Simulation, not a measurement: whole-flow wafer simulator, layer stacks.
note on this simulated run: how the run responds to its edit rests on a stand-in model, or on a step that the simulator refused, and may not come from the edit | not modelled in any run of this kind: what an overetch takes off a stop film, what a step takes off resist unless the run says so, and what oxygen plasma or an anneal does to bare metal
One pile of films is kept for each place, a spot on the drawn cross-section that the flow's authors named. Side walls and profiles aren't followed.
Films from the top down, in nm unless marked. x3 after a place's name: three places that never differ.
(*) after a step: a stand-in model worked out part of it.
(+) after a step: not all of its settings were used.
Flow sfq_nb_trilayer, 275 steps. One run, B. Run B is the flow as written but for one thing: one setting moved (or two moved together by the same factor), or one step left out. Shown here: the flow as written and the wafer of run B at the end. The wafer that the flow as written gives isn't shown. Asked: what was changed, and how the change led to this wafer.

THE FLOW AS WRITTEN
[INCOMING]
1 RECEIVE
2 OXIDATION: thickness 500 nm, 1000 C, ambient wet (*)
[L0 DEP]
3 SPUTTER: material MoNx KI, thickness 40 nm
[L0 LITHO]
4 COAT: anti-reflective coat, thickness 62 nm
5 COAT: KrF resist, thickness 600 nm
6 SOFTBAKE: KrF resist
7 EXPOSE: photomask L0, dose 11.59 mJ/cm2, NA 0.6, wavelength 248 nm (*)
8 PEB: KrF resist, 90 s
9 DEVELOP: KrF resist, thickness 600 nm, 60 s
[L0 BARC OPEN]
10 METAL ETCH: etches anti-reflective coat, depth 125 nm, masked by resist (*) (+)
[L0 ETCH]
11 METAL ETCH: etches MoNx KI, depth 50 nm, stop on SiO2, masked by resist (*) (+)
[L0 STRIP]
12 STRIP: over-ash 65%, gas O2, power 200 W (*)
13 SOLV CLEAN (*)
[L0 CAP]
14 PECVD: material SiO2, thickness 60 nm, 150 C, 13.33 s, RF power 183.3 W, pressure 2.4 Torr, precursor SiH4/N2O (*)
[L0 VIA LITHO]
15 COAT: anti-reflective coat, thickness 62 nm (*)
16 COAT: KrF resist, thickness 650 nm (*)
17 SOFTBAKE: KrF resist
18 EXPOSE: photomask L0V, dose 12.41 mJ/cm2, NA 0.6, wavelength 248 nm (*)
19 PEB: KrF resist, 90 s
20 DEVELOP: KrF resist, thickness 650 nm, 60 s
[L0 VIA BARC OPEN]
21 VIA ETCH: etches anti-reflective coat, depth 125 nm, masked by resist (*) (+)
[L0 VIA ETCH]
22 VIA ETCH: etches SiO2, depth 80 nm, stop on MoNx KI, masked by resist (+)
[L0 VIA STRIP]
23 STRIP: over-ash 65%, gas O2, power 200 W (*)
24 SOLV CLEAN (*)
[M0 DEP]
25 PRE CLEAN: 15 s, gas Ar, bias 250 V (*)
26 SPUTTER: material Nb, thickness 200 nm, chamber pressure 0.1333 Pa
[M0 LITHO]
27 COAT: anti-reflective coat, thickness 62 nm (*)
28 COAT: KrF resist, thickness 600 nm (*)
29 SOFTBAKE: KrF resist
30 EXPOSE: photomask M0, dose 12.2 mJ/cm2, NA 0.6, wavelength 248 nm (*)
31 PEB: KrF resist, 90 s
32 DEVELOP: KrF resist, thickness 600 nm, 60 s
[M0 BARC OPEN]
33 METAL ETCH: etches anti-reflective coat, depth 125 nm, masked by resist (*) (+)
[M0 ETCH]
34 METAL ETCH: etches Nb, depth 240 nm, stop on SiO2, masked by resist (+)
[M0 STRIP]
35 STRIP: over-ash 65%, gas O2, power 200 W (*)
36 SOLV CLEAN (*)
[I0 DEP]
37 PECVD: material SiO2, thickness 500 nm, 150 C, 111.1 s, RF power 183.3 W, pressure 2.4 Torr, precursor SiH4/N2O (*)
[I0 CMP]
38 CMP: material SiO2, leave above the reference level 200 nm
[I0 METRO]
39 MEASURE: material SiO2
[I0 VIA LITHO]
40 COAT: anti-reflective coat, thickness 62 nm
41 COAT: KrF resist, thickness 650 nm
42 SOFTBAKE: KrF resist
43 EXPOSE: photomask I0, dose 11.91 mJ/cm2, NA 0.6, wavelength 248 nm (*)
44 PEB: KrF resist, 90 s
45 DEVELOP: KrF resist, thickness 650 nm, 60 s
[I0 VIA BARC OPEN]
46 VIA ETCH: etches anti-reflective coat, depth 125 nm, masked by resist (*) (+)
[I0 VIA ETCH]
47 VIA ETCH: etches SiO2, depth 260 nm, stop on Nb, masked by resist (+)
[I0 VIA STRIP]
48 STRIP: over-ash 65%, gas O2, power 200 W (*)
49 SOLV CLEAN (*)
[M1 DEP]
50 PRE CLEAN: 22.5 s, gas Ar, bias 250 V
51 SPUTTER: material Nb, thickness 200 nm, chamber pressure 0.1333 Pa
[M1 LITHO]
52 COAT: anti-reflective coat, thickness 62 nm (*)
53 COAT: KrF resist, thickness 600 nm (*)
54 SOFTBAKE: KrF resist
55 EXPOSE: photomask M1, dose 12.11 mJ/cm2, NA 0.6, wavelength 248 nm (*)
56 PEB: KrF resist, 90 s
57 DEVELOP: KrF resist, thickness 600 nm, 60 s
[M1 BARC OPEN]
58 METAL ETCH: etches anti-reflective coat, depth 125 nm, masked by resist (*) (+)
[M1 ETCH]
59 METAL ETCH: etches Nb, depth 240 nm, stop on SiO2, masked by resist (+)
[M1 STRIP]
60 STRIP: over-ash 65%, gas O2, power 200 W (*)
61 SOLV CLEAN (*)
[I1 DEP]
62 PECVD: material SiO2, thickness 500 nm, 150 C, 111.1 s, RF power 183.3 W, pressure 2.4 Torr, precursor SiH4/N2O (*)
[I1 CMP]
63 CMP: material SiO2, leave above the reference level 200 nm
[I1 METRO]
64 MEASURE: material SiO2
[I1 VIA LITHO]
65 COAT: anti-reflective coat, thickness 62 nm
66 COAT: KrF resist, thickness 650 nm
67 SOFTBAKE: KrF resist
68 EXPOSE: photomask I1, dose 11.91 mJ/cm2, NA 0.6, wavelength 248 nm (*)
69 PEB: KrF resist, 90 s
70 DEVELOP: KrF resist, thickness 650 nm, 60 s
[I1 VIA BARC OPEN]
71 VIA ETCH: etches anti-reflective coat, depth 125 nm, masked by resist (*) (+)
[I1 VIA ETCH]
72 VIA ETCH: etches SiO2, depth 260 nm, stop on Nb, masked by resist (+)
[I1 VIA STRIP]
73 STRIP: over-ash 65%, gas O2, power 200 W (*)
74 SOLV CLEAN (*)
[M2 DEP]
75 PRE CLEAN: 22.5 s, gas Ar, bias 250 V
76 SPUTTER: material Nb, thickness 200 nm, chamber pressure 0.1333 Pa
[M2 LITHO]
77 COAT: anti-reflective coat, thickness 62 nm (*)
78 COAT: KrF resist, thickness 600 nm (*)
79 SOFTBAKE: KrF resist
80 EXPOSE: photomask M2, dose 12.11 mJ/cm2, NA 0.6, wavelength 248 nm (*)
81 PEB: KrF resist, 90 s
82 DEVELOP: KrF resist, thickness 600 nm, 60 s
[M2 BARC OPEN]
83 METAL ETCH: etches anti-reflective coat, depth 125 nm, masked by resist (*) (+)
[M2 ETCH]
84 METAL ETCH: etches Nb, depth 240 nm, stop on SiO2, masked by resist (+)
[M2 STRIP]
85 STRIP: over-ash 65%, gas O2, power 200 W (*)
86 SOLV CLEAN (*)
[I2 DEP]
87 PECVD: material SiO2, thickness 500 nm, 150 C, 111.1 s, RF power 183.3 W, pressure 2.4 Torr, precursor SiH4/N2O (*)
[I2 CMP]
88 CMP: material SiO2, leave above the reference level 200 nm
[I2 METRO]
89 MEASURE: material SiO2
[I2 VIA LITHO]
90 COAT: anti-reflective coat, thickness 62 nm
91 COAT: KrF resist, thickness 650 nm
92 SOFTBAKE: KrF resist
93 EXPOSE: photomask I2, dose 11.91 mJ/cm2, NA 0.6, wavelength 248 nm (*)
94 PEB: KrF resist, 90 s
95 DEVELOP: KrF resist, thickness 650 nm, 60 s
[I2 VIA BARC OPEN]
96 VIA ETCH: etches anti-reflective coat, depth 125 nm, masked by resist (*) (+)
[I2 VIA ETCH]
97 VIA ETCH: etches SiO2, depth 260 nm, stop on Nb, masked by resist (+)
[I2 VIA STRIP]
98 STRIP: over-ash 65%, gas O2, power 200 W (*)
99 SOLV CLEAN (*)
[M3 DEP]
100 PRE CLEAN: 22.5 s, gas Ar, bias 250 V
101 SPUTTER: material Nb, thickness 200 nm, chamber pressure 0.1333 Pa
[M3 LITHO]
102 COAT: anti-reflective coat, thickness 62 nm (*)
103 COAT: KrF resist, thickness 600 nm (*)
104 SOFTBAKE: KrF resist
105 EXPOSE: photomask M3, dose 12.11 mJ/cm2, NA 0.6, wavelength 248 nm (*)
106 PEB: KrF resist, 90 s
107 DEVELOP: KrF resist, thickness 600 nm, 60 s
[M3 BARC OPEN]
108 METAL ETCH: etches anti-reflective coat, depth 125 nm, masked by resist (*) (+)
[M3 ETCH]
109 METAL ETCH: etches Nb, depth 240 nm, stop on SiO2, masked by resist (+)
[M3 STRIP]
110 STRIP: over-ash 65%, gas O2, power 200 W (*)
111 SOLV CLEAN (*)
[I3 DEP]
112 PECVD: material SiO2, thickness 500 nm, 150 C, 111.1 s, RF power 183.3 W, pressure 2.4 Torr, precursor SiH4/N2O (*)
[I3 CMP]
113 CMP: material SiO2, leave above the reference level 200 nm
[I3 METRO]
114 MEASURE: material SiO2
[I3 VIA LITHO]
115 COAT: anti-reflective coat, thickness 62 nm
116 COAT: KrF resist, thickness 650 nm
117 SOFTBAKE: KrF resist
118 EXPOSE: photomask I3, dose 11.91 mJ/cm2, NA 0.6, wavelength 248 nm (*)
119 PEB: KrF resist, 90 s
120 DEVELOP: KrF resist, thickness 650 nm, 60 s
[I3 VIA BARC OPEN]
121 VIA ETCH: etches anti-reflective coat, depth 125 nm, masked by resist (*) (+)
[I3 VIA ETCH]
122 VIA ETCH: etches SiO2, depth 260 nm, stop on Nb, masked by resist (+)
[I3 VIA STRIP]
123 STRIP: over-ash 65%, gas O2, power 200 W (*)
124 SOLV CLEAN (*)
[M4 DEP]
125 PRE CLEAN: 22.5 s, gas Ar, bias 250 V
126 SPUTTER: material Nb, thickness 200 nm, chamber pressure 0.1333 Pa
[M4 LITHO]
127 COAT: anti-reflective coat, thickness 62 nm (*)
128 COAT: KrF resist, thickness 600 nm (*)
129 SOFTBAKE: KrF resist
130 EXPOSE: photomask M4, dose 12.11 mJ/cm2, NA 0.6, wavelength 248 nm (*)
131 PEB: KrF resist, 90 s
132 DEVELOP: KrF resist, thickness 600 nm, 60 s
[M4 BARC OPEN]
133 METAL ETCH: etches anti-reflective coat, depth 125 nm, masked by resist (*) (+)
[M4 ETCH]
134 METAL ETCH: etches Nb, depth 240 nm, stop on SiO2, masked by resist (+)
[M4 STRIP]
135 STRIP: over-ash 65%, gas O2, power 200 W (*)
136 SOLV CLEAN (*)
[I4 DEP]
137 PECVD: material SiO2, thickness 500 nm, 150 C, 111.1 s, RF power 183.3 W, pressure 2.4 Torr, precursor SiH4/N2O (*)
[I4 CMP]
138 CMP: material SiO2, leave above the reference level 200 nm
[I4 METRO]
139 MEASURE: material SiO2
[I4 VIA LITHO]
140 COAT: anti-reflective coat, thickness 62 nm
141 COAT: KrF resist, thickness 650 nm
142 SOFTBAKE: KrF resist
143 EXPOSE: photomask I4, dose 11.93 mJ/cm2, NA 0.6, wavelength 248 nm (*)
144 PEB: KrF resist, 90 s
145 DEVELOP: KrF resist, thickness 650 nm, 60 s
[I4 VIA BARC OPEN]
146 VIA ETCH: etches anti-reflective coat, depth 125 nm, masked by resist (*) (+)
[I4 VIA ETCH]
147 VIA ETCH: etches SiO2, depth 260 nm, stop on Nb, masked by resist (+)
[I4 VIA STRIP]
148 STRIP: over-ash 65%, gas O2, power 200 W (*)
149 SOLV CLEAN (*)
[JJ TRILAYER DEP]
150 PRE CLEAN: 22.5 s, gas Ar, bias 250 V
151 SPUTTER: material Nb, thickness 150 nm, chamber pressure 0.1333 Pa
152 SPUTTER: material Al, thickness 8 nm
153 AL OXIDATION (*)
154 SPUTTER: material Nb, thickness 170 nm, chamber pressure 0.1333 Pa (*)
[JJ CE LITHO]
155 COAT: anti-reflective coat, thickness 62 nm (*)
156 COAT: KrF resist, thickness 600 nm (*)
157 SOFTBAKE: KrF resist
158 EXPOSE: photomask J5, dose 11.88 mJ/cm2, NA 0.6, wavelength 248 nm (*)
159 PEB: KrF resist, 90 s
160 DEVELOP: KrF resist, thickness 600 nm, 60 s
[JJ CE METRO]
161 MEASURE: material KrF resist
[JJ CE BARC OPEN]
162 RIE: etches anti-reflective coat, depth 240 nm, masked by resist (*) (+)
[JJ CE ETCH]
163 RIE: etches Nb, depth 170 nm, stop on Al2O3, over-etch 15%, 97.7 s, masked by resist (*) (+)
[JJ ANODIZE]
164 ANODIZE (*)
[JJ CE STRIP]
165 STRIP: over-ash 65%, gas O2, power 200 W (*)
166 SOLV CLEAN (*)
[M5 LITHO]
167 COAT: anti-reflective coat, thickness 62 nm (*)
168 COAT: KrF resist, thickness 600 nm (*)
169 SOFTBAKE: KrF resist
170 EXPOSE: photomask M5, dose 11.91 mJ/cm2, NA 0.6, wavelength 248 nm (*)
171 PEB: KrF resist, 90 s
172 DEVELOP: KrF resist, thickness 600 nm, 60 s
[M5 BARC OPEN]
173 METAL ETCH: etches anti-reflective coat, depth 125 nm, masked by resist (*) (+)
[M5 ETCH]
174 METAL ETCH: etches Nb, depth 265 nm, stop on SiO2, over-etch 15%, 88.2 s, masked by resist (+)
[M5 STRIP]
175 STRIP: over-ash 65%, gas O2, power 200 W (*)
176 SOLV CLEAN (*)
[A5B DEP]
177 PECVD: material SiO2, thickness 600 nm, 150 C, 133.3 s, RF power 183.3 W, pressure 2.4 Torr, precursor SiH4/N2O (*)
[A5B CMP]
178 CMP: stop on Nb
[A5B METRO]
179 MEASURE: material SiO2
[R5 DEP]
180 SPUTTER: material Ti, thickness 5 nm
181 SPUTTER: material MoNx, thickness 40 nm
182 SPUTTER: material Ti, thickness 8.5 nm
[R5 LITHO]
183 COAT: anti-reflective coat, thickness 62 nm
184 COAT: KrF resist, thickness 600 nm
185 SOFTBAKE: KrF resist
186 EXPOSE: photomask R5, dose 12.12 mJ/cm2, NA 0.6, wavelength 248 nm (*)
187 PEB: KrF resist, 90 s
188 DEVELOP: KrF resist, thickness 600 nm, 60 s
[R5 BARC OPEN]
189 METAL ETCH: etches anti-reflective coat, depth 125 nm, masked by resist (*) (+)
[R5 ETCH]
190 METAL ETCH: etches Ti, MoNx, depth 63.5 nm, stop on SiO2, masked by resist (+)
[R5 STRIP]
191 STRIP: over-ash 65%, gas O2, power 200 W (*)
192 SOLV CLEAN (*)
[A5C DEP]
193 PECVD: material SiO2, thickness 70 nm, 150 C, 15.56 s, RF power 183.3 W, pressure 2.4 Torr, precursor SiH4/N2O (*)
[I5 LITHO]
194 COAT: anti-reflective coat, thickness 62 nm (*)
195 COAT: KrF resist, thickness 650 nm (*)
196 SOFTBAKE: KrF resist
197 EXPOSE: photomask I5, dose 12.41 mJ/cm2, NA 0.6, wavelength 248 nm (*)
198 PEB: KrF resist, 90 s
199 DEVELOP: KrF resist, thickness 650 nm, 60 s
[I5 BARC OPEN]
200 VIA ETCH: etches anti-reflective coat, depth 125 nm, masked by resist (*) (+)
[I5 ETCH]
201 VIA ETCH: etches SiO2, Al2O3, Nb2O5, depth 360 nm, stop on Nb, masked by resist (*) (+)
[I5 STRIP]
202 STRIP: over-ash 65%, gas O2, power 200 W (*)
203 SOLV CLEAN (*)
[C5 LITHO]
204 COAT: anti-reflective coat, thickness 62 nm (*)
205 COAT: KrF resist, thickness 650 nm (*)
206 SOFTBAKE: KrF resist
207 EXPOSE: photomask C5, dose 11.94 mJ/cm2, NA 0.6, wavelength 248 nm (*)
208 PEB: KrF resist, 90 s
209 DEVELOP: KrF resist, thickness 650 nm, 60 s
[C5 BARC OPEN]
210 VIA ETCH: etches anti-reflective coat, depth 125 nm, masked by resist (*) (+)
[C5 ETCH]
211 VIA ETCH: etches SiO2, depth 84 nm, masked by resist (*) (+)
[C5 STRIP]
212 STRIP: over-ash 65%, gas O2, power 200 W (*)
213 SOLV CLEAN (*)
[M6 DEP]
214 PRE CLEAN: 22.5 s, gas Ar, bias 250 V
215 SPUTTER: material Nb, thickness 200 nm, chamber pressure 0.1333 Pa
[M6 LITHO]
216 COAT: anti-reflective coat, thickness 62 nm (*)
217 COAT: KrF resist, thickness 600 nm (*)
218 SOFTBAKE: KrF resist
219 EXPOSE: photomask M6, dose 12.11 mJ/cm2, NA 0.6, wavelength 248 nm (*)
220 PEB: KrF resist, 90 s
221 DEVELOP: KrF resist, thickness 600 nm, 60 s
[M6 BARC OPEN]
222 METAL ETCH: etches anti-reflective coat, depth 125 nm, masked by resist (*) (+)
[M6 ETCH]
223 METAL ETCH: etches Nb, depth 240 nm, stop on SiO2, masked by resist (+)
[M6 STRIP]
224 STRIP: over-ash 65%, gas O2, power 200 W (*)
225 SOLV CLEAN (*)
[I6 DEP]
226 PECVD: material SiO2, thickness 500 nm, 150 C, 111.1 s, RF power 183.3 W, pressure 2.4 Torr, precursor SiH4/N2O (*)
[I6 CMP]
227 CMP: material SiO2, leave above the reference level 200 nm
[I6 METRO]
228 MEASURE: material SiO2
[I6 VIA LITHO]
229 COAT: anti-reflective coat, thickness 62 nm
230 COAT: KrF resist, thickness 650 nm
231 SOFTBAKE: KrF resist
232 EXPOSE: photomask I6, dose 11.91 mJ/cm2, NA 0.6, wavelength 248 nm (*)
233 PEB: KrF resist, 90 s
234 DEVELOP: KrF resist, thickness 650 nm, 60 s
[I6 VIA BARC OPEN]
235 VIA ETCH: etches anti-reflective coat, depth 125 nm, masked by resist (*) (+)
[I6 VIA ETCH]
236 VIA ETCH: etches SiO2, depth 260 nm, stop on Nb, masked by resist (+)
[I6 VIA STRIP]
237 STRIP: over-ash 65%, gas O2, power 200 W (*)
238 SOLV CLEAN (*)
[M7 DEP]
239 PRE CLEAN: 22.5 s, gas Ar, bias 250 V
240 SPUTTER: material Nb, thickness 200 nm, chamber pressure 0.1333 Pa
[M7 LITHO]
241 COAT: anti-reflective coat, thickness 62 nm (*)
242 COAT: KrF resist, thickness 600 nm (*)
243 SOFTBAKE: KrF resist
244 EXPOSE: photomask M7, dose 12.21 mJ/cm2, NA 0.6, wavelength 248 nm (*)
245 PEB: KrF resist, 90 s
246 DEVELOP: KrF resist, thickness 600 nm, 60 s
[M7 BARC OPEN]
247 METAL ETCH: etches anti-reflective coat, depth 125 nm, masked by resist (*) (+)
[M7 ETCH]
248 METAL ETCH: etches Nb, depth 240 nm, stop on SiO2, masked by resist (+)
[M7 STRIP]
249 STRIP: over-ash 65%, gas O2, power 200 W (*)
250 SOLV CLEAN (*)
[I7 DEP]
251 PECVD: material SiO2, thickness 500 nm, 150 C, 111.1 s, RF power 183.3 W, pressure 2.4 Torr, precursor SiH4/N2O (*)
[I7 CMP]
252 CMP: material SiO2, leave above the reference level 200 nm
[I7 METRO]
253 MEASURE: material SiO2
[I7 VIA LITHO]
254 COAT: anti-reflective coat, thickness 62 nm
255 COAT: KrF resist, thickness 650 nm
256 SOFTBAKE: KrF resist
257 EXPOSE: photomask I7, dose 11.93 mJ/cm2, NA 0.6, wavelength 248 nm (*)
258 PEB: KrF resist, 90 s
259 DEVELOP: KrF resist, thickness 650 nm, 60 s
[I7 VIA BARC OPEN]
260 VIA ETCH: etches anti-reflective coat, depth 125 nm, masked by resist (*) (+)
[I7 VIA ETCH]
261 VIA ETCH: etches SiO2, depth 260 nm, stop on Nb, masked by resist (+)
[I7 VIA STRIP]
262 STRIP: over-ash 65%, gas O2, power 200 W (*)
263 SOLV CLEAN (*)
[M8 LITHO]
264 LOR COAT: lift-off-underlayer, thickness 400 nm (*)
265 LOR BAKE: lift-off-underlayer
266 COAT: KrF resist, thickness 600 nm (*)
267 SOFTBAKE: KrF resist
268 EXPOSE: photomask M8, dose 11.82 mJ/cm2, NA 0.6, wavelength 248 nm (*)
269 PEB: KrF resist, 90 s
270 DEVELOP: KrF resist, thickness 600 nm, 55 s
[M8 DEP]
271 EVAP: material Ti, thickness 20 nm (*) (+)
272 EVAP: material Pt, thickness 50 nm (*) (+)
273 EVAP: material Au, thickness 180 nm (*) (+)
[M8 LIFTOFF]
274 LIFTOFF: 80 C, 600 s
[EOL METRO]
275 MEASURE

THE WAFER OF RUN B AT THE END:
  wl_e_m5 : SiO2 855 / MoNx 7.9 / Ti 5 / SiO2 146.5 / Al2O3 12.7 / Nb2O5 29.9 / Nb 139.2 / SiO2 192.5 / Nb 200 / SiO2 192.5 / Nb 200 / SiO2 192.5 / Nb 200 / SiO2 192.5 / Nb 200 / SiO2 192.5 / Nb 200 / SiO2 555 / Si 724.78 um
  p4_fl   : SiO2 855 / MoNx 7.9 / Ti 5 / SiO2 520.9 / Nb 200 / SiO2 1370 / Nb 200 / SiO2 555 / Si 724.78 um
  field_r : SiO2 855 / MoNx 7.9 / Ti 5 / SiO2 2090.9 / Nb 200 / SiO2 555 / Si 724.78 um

The cause: step 190, METAL ETCH: depth 40.6 nm was run, where the flow has depth 63.5 nm.

How the change led to this, step by step:
  190 METAL ETCH: etches Ti, MoNx, depth 63.5 nm, stop on SiO2, masked by resist (+)
      field_l, v_sur, via_wl and 92 more: Ti -8.5 (all of it), MoNx -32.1 (as written it would be: Ti -8.5 (all of it), MoNx -40 (all of it), Ti -5 (all of it))
      ce_l, c5j, ce_r, wl_jj: Ti -8.5 (all of it), MoNx -32.1 (as written it would be: Ti -8.5 (all of it), MoNx -40 (all of it), Ti -5 (all of it), Nb -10)
      (and at 7 more places)
  193 PECVD: material SiO2, thickness 70 nm, 150 C, 15.56 s, RF power 183.3 W, pressure 2.4 Torr, precursor SiH4/N2O (*)
      field_l, v_sur, via_wl and 92 more: SiO2 +70 (new film) (as written it would be: SiO2 +70)
  194 COAT: anti-reflective coat, thickness 62 nm (*)
      wl_j_sl, wl_j_sr: anti-reflective coat +62 (new film) (as written it would be: anti-reflective coat +60.2 (new film))
      r5r_spacepad_l, r5r_spacepad_r: anti-reflective coat +78.8 (new film) (as written it would be: anti-reflective coat +84.4 (new film))
      (and at 12 more places)
  201 VIA ETCH: etches SiO2, Al2O3, Nb2O5, depth 360 nm, stop on Nb, masked by resist (*) (+)
      be: SiO2 -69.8 (all of it), MoNx -7.9 (all of it), Ti -5 (all of it), SiO2 -146.5 (all of it), Al2O3 -12.7 (all of it), Nb2O5 -29.9 (all of it) (as written it would be: SiO2 -216.4 (all of it), Al2O3 -12.7 (all of it), Nb2O5 -29.9 (all of it))
  202 STRIP: over-ash 65%, gas O2, power 200 W (*)
      wl_j_sl, wl_j_sr: KrF resist -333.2 (all of it), anti-reflective coat -62 (all of it) (as written it would be: KrF resist -333.3 (all of it), anti-reflective coat -60.2 (all of it))
      r5r_spacepad_l, r5r_spacepad_r: KrF resist -335.1 (all of it), anti-reflective coat -78.8 (all of it) (as written it would be: KrF resist -335.6 (all of it), anti-reflective coat -84.4 (all of it))
      (and at 12 more places)
  204 COAT: anti-reflective coat, thickness 62 nm (*)
      wl_j_sl, wl_j_sr: anti-reflective coat +62 (new film) (as written it would be: anti-reflective coat +60.2 (new film))
      r5r_spacepad_l, r5r_spacepad_r: anti-reflective coat +78.8 (new film) (as written it would be: anti-reflective coat +84.4 (new film))
      (and at 11 more places)
  210 VIA ETCH: etches anti-reflective coat, depth 125 nm, masked by resist (*) (+)
      c5j: anti-reflective coat -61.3 (all of it), SiO2 -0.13 (as written it would be: anti-reflective coat -63.9 (all of it), SiO2 -0.11)
  211 VIA ETCH: etches SiO2, depth 84 nm, masked by resist (*) (+)
      c5j: SiO2 -69.9 (all of it) (as written it would be: SiO2 -69.9 (all of it), Nb -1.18)
  212 STRIP: over-ash 65%, gas O2, power 200 W (*)
      wl_j_sl, wl_j_sr: KrF resist -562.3 (all of it), anti-reflective coat -62 (all of it) (as written it would be: KrF resist -563.4 (all of it), anti-reflective coat -60.2 (all of it))
      r5r_spacepad_l, r5r_spacepad_r: KrF resist -564.2 (all of it), anti-reflective coat -78.8 (all of it) (as written it would be: KrF resist -565.8 (all of it), anti-reflective coat -84.4 (all of it))
      (and at 10 more places)
  214 PRE CLEAN: 22.5 s, gas Ar, bias 250 V
      c5j: MoNx -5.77 (as written it would be: Nb -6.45)
  215 SPUTTER: material Nb, thickness 200 nm, chamber pressure 0.1333 Pa
      c5j: Nb +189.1 (new film) (as written it would be: Nb +188.4)
  216 COAT: anti-reflective coat, thickness 62 nm (*)
      r5r_line_l, r5r_line_c, r5r_line_r: anti-reflective coat +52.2 (new film) (as written it would be: anti-reflective coat +50 (new film))
      wl_j_sl, wl_j_sr: anti-reflective coat +62 (new film) (as written it would be: anti-reflective coat +60.2 (new film))
      (and at 10 more places)
  222 METAL ETCH: etches anti-reflective coat, depth 125 nm, masked by resist (*) (+)
      r5r_line_l, r5r_line_c, r5r_line_r: anti-reflective coat -52.2 (all of it) (as written it would be: anti-reflective coat -50 (all of it))
      r5r_spacepad_l, r5r_spacepad_r: anti-reflective coat -79.5 (all of it) (as written it would be: anti-reflective coat -85.7 (all of it))
      (and at 1 more place)
  224 STRIP: over-ash 65%, gas O2, power 200 W (*)
      wl_j_sl, wl_j_sr: KrF resist -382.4 (all of it), anti-reflective coat -62 (all of it) (as written it would be: KrF resist -382.5 (all of it), anti-reflective coat -60.2 (all of it))
      jj_sur: KrF resist -376.8 (all of it), anti-reflective coat -58.3 (all of it) (as written it would be: KrF resist -378.5 (all of it), anti-reflective coat -56.1 (all of it))
      (and at 6 more places)
  226 PECVD: material SiO2, thickness 500 nm, 150 C, 111.1 s, RF power 183.3 W, pressure 2.4 Torr, precursor SiH4/N2O (*)
      r5r_spacepad_l, r5r_spacepad_r: SiO2 +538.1 (as written it would be: SiO2 +553.5)
      be: SiO2 +709.3 (new film) (as written it would be: SiO2 +693.5 (new film))
  227 CMP: material SiO2, leave above the reference level 200 nm
      ce_l, ce_r, wl_jj: SiO2 -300 (as written it would be: SiO2 -290)
      be_r, r_sur, r_end: SiO2 -340.6 (as written it would be: SiO2 -353.5)
      (and at 7 more places)
Counting metal films that touch as one body, wl_e_m5 has 7 bodies (between them, from the top down: SiO2 146.5 / Al2O3 12.7 / Nb2O5 29.9; SiO2 192.5; SiO2 192.5; SiO2 192.5; SiO2 192.5; SiO2 192.5); the flow as written gives 6 bodies (between them, from the top down: SiO2 192.5; SiO2 192.5; SiO2 192.5; SiO2 192.5; SiO2 192.5).
Counting metal films that touch as one body, p4_fl has 3 bodies (between them, from the top down: SiO2 520.9; SiO2 1370); the flow as written gives 2 bodies (between them, from the top down: SiO2 1370).
Counting metal films that touch as one body, field_r has 2 bodies (between them, from the top down: SiO2 2090.9); the flow as written gives 1 body.
